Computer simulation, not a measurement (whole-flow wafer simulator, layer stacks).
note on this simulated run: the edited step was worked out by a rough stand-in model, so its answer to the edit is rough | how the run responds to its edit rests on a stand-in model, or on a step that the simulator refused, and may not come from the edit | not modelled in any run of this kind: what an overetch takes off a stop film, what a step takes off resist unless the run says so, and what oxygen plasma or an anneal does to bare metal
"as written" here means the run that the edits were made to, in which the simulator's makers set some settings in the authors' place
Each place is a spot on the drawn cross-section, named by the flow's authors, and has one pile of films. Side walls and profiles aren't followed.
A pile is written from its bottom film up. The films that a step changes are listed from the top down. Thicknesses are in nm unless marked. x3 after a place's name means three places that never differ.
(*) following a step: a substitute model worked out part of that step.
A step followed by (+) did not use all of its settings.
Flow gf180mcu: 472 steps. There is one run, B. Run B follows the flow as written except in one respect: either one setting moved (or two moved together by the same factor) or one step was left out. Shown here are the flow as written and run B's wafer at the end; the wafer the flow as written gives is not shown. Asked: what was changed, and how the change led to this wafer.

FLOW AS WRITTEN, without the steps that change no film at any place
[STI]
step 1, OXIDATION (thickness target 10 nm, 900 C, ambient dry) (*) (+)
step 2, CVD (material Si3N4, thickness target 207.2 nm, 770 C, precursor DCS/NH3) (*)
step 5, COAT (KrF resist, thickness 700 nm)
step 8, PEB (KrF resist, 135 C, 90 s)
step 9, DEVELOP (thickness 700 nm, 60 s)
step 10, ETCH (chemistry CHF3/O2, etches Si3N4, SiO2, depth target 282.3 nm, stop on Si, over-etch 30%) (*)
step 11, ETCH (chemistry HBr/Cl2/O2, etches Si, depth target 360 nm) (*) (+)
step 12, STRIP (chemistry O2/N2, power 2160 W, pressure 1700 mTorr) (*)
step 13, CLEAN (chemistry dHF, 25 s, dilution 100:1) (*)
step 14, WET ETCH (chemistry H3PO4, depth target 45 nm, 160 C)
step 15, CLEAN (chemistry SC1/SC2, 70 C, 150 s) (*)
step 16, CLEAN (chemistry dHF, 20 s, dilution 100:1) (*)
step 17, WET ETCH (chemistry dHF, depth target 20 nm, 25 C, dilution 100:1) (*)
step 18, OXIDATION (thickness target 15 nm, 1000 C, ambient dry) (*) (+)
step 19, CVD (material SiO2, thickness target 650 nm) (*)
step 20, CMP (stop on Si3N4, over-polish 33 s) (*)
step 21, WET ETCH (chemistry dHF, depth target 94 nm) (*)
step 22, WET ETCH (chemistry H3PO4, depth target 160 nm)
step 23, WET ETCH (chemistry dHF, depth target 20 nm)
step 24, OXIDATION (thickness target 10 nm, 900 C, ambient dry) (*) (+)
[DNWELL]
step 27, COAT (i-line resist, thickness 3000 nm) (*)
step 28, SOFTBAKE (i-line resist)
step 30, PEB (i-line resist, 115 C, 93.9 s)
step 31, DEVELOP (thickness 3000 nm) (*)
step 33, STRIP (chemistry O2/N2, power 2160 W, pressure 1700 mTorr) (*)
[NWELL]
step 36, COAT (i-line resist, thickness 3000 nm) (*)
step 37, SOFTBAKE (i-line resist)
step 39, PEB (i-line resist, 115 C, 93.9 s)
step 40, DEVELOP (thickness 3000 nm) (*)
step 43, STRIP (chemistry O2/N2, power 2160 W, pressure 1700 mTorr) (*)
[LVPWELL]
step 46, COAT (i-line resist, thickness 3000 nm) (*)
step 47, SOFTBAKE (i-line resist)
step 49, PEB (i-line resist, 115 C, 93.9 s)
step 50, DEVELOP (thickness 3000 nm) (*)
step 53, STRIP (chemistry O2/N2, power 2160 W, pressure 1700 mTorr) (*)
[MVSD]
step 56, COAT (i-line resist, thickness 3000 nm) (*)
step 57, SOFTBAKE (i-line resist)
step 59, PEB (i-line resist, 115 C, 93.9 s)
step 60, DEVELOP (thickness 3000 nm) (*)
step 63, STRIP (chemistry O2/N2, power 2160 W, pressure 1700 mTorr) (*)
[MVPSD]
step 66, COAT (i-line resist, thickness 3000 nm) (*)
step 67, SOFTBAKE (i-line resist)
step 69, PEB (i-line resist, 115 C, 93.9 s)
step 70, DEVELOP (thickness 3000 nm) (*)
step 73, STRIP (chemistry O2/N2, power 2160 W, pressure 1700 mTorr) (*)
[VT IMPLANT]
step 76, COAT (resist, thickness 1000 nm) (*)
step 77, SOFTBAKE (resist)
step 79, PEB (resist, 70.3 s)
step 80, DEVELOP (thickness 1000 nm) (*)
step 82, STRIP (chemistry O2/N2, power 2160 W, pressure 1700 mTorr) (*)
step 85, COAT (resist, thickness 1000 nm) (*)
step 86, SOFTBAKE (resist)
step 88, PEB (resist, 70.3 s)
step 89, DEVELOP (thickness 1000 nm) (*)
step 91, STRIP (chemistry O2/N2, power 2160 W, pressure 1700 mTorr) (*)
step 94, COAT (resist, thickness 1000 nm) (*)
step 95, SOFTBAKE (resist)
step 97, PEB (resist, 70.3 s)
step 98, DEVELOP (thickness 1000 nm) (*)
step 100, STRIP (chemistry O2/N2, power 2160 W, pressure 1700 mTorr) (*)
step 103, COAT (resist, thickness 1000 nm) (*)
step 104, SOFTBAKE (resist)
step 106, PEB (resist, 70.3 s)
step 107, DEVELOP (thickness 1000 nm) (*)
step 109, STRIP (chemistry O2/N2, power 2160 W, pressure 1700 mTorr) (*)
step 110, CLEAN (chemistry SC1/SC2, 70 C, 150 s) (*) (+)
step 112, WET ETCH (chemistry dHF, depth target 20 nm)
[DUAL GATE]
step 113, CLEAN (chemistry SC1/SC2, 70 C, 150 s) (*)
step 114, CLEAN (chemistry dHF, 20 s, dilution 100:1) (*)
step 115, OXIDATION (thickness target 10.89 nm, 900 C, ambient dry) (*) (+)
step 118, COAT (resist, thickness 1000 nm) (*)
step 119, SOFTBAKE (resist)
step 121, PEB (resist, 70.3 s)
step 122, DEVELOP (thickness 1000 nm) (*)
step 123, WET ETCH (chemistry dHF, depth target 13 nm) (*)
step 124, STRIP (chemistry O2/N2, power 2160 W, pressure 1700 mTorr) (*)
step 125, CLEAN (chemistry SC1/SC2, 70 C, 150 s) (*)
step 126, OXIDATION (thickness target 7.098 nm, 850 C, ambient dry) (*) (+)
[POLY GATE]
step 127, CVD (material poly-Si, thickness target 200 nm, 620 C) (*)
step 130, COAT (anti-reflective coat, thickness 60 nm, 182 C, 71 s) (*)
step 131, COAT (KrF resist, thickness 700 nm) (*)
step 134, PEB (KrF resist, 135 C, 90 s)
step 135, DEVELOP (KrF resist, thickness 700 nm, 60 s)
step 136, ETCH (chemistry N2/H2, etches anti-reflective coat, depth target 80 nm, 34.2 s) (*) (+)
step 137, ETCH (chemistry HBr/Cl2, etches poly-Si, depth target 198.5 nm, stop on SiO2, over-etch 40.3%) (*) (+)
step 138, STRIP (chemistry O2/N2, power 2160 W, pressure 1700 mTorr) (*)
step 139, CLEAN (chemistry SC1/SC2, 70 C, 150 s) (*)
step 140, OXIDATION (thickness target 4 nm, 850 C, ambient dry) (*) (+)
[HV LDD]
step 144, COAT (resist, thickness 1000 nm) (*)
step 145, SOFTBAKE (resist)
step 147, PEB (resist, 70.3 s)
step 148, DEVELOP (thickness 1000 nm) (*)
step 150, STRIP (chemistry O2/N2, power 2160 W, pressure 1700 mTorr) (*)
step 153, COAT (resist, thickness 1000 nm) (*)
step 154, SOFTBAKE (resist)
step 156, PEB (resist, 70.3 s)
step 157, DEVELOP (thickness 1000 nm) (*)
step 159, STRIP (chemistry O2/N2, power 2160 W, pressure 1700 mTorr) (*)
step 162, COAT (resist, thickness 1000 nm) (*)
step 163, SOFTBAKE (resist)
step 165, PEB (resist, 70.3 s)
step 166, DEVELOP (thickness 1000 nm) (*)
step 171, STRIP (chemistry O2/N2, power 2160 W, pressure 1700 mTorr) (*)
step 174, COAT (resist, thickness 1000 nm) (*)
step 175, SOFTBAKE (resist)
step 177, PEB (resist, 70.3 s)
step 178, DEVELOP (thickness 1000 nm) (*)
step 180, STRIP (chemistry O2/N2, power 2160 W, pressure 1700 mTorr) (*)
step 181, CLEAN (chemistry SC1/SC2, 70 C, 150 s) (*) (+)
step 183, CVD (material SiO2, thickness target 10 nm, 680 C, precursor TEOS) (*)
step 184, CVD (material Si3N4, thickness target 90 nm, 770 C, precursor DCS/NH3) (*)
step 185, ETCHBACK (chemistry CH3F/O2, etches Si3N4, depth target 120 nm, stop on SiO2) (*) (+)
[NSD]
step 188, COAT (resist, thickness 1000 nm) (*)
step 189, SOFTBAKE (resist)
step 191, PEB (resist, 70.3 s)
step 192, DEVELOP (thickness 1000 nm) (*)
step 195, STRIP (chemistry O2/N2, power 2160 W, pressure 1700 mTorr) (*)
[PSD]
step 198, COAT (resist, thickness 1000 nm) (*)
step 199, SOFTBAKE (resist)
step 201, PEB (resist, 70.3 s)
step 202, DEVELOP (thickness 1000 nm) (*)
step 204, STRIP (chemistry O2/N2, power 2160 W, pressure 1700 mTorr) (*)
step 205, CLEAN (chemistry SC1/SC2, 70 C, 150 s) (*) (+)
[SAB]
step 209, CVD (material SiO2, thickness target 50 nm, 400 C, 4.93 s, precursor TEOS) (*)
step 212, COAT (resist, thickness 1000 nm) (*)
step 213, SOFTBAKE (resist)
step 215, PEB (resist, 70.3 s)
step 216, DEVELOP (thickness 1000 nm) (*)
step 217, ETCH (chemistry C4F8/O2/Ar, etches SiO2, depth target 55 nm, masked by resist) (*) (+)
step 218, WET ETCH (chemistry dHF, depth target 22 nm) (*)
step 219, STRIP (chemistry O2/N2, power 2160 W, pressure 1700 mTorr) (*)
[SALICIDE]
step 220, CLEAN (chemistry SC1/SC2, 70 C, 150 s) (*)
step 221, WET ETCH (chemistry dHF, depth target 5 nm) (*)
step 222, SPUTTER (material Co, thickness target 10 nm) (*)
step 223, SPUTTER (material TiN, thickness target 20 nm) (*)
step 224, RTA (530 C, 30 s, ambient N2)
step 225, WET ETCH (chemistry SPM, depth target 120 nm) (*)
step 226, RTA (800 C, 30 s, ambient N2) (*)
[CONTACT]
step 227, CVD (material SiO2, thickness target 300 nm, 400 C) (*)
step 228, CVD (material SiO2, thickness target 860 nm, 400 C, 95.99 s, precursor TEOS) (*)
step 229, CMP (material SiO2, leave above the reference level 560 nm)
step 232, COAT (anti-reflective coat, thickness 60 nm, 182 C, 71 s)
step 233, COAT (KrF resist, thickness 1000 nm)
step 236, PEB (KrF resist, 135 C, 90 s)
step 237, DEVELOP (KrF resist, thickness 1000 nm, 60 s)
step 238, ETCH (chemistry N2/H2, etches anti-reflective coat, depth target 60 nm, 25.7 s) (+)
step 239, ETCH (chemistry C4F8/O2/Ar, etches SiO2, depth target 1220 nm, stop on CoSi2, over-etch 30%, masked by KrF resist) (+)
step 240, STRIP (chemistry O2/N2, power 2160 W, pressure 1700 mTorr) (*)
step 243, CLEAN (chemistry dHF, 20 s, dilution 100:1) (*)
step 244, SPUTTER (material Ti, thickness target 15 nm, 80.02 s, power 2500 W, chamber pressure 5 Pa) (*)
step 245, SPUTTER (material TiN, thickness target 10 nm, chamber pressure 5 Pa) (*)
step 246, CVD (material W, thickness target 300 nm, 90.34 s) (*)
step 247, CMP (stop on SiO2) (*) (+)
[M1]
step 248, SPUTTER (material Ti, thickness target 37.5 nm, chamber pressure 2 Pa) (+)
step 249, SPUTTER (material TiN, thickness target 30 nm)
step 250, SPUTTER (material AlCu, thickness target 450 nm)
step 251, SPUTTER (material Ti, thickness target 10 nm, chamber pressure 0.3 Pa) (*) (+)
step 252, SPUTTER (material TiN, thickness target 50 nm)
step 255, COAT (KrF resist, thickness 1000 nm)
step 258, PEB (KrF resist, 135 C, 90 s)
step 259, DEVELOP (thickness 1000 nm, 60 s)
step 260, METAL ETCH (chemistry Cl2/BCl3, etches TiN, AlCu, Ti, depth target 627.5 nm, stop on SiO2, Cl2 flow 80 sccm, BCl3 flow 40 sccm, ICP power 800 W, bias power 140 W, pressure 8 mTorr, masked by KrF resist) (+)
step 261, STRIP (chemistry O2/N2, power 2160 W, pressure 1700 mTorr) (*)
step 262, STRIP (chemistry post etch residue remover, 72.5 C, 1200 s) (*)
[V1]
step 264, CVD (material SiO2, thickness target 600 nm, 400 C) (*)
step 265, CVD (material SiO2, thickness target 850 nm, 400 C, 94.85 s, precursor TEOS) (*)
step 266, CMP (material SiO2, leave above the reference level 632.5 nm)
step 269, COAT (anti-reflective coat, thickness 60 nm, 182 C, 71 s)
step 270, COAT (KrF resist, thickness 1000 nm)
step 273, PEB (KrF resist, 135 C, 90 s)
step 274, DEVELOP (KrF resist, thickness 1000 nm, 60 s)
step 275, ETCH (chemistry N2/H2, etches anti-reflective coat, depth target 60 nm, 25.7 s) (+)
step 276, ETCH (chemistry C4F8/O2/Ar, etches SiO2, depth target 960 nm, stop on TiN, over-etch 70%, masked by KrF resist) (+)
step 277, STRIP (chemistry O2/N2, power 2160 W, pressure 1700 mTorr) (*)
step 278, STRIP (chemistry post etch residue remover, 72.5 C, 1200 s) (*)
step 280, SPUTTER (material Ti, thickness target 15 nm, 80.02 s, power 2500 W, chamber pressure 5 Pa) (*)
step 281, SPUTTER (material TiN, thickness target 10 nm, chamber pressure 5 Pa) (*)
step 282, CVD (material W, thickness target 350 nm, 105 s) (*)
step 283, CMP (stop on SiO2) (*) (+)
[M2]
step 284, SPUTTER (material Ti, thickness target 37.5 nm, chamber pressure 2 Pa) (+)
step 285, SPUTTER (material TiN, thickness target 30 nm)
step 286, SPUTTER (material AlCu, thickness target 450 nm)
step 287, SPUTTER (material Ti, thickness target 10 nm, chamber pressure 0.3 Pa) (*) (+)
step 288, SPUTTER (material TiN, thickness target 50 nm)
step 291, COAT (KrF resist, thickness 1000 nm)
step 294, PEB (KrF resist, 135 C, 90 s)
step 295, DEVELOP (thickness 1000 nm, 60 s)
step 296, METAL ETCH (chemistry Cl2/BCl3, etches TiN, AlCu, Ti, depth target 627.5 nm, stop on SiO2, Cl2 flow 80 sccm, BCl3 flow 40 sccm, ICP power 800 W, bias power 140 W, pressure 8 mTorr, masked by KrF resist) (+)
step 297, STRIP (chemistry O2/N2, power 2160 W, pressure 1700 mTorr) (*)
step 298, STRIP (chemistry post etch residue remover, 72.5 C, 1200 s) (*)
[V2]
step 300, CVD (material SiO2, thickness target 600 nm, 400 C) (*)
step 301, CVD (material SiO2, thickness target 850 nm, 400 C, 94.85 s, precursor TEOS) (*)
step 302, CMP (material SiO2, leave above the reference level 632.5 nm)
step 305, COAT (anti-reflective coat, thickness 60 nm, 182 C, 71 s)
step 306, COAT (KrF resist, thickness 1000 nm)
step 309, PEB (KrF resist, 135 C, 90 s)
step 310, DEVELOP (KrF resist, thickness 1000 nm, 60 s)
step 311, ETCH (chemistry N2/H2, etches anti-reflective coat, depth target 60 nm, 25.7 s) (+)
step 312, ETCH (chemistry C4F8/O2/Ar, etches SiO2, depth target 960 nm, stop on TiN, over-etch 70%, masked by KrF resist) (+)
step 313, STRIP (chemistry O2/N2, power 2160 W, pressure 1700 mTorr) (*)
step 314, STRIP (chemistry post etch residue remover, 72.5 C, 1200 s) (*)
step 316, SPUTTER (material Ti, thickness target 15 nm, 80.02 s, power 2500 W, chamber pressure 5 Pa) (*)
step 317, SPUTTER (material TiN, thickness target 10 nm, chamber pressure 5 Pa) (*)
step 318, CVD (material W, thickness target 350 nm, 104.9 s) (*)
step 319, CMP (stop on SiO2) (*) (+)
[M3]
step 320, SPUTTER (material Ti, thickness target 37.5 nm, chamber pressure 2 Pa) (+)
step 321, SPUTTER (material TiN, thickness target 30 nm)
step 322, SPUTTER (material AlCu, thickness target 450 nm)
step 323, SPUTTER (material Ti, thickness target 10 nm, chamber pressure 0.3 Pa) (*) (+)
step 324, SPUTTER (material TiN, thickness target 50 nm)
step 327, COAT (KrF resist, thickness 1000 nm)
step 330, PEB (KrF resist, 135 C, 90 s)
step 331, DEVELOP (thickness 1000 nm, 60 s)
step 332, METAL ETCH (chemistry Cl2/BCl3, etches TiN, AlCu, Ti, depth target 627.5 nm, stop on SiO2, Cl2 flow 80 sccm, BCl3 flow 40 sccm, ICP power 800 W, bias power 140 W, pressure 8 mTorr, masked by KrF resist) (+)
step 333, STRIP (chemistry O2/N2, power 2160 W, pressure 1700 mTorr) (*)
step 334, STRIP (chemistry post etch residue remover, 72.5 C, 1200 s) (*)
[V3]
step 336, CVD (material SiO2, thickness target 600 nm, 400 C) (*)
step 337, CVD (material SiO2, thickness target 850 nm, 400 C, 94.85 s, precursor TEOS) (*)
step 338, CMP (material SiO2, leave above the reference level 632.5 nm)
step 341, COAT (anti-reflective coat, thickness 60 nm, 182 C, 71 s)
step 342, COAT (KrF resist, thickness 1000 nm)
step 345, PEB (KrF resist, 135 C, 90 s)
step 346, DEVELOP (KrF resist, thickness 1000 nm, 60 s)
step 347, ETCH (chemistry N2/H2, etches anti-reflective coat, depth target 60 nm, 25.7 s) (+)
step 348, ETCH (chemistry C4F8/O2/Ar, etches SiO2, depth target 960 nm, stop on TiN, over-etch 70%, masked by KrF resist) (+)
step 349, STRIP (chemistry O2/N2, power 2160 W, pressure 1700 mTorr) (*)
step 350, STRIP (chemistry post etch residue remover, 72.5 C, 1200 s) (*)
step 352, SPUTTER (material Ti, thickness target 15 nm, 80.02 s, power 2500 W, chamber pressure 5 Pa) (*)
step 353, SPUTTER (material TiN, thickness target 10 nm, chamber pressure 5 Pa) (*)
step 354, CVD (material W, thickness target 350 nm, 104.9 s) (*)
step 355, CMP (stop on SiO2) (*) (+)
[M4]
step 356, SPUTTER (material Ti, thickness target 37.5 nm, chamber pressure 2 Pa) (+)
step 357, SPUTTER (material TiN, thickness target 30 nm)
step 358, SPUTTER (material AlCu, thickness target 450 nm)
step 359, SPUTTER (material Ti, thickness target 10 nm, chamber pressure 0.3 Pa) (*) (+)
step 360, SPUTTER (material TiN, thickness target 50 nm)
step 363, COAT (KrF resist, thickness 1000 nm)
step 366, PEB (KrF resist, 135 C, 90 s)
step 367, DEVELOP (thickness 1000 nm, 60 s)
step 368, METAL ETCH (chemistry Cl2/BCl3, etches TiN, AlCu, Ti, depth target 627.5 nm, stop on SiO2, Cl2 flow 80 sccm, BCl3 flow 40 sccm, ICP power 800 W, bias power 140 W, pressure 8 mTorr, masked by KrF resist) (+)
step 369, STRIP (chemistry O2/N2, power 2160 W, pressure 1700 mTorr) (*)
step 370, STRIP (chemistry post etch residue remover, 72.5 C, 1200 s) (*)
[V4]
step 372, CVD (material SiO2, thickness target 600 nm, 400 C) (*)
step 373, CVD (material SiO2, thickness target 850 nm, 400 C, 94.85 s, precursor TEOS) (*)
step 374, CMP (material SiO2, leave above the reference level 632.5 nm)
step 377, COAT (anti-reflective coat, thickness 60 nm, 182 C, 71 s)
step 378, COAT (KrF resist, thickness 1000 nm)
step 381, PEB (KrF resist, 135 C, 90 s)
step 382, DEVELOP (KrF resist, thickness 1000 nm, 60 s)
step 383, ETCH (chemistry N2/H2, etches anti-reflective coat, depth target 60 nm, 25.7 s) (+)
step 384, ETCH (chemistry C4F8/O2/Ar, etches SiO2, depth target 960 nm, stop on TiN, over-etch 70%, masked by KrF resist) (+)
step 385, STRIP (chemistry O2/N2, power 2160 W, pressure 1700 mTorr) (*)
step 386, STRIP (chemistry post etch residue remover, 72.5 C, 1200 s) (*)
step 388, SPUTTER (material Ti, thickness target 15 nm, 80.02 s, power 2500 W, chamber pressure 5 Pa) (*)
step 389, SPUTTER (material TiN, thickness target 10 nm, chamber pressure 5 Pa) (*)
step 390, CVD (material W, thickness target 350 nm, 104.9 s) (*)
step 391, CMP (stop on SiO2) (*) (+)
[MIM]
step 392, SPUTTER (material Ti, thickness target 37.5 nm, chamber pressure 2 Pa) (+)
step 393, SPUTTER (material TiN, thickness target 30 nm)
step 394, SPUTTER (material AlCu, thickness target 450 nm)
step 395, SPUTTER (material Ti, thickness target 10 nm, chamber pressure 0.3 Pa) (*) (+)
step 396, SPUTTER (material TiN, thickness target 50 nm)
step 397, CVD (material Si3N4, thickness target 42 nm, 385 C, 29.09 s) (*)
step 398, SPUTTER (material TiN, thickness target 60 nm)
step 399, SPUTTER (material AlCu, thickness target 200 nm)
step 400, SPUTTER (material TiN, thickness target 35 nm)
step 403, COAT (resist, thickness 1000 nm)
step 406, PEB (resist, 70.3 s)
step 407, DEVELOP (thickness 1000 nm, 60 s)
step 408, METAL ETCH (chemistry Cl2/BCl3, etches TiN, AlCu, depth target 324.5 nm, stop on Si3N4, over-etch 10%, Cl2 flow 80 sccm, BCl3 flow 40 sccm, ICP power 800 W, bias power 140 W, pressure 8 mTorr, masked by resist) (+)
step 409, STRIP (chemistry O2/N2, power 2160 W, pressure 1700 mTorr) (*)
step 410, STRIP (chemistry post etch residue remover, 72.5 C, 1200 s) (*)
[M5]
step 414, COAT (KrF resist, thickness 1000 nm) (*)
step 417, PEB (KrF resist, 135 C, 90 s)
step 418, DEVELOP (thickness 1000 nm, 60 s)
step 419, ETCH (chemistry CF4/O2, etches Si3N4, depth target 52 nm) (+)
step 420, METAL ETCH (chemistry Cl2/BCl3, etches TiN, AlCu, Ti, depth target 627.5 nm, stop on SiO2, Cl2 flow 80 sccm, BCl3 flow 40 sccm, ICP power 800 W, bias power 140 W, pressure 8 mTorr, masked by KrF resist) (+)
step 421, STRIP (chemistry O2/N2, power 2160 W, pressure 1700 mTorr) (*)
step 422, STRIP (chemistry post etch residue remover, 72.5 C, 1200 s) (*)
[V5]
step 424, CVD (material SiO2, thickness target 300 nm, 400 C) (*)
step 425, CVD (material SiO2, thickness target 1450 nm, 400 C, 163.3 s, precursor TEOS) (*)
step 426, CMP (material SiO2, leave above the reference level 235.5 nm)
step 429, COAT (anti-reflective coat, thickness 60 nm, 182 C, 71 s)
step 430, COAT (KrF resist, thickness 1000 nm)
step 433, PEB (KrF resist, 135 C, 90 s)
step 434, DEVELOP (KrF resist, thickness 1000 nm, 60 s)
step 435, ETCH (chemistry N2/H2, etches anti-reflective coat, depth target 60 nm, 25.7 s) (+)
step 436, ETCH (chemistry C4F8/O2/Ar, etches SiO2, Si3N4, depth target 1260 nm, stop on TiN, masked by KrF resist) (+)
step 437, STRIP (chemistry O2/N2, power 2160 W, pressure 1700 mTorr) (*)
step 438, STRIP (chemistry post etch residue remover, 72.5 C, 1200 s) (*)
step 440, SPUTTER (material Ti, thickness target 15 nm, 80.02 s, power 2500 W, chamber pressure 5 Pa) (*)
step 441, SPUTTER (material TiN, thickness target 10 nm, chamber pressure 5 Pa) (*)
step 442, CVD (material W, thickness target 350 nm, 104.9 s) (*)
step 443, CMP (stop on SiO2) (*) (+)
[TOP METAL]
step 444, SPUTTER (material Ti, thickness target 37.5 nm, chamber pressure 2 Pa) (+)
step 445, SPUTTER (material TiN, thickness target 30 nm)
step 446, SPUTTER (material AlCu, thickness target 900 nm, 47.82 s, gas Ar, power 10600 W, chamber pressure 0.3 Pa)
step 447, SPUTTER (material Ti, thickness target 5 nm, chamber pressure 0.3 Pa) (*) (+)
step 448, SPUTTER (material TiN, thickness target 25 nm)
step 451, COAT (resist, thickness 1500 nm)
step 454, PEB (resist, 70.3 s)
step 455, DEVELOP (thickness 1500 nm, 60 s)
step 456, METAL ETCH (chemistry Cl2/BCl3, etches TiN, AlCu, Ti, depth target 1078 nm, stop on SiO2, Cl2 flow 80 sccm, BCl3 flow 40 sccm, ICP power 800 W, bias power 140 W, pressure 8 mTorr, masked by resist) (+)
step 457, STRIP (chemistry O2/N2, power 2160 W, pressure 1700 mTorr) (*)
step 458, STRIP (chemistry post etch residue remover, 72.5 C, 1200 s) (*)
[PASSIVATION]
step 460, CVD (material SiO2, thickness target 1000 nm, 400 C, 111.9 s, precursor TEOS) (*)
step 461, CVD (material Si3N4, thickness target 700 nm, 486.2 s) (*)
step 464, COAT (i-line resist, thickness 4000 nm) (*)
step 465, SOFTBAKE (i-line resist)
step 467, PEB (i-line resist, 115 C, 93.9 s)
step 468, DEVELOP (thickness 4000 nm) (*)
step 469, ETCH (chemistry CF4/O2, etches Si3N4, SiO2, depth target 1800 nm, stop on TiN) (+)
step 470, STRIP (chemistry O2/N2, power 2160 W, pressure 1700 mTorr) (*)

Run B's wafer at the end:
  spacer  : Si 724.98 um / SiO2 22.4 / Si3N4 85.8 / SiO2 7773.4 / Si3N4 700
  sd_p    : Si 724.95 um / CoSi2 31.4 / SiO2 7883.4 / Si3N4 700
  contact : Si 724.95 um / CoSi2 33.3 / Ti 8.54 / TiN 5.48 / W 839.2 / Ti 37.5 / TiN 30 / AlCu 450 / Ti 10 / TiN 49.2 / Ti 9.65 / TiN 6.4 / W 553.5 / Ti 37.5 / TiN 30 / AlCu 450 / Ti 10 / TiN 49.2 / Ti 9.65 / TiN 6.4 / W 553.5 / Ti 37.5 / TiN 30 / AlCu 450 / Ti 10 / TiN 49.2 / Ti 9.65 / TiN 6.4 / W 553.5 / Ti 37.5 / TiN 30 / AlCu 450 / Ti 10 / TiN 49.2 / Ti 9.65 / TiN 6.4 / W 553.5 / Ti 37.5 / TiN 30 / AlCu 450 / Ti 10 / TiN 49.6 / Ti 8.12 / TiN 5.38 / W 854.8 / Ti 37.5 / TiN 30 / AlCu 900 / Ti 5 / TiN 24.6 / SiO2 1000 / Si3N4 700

Cause: step 183, CVD: thickness target 15.2 nm was run, whereas the flow has thickness target 10 nm.

The path from the change to this, step by step:
  step 183, CVD (material SiO2, thickness target 10 nm, 680 C, precursor TEOS) (*)
      field, field__w1, field__w2 and 99 more: +15.2 SiO2 (in the flow as written it would be: +10 SiO2)
      ld_drift_p: +15 SiO2 (in the flow as written it would be: +9.87 SiO2)
      (and at 1 other place as well)
  step 189, SOFTBAKE (resist)
      field__w9: -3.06 resist (in the flow as written it would be: +6.92 resist)
      field_sub__w1: +9.76 resist (in the flow as written it would be: +7.47 resist)
  step 199, SOFTBAKE (resist)
      field__w9: -3.06 resist (in the flow as written it would be: +6.92 resist)
      field_sub__w1: +9.76 resist (in the flow as written it would be: +7.47 resist)
  step 218, WET ETCH (chemistry dHF, depth target 22 nm) (*)
      gate, gate_hv, gate_p and 23 more: -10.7 SiO2 (all of it) (in the flow as written it would be: -5.48 SiO2 (all of it))
      field, field__w10, sti and 14 more: -25.3 SiO2 (in the flow as written it would be: -24.5 SiO2)
      (and at 55 other places as well)
  step 229, CMP (material SiO2, leave above the reference level 560 nm)
      field__w2: -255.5 SiO2 (in the flow as written it would be: -250 SiO2)
      field__w3: -237.7 SiO2 (in the flow as written it would be: -232.3 SiO2)
      (and at 3 other places as well)
